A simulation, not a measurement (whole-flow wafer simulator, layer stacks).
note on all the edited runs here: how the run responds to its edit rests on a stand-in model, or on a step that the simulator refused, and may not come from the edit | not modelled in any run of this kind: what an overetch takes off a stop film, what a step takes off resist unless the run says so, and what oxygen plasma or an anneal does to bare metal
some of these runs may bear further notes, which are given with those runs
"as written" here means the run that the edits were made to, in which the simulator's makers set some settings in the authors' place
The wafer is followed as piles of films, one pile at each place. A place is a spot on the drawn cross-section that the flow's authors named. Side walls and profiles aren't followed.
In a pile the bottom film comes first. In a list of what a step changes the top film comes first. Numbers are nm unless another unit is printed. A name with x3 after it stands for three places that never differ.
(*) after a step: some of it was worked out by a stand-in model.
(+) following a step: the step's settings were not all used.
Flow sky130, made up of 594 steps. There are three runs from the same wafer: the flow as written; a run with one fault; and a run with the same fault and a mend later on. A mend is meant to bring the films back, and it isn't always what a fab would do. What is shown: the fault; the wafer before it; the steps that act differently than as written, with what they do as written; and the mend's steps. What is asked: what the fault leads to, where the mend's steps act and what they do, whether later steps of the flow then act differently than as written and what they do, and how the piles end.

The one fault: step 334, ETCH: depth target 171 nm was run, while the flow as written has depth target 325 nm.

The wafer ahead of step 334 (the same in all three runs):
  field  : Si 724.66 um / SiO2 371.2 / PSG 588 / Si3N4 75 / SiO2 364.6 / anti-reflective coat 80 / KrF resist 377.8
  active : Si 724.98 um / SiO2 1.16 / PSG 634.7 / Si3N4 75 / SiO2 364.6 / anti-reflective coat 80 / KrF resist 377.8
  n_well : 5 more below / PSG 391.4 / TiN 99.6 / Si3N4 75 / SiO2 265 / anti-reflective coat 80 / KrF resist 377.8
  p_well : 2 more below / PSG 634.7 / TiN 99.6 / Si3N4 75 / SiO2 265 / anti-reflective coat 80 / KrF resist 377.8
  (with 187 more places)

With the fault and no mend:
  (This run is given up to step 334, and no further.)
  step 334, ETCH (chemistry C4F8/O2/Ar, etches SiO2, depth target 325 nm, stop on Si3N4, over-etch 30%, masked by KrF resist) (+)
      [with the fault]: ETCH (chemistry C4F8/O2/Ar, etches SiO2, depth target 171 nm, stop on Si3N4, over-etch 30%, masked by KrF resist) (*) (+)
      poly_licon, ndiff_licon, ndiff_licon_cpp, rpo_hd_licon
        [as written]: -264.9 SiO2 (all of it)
        [with the fault]: -171 SiO2
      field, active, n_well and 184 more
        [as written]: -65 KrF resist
        [with the fault]: -34.2 KrF resist
  Once step 334 is done, the piles at field, active, n_well and 188 more depart from the flow's by more than 2% or 0.5 nm, whichever is larger.
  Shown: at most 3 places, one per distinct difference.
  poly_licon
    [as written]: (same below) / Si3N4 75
    [with the fault]: (same below) / Si3N4 75 / SiO2 93.9
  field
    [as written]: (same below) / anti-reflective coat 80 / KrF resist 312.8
    [with the fault]: (same below) / anti-reflective coat 80 / KrF resist 343.6

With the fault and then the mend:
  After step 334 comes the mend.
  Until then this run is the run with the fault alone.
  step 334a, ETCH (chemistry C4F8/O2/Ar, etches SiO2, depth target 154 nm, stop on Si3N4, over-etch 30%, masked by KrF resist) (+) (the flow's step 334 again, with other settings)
      field, active, n_well and 184 more
        -30.8 KrF resist
      poly_licon, ndiff_licon, ndiff_licon_cpp, rpo_hd_licon
        -93.9 SiO2 (all of it)
  Later steps of the flow that are run all act as written at every place that is followed.
  At every place that both follow, the piles at the end match the flow's.
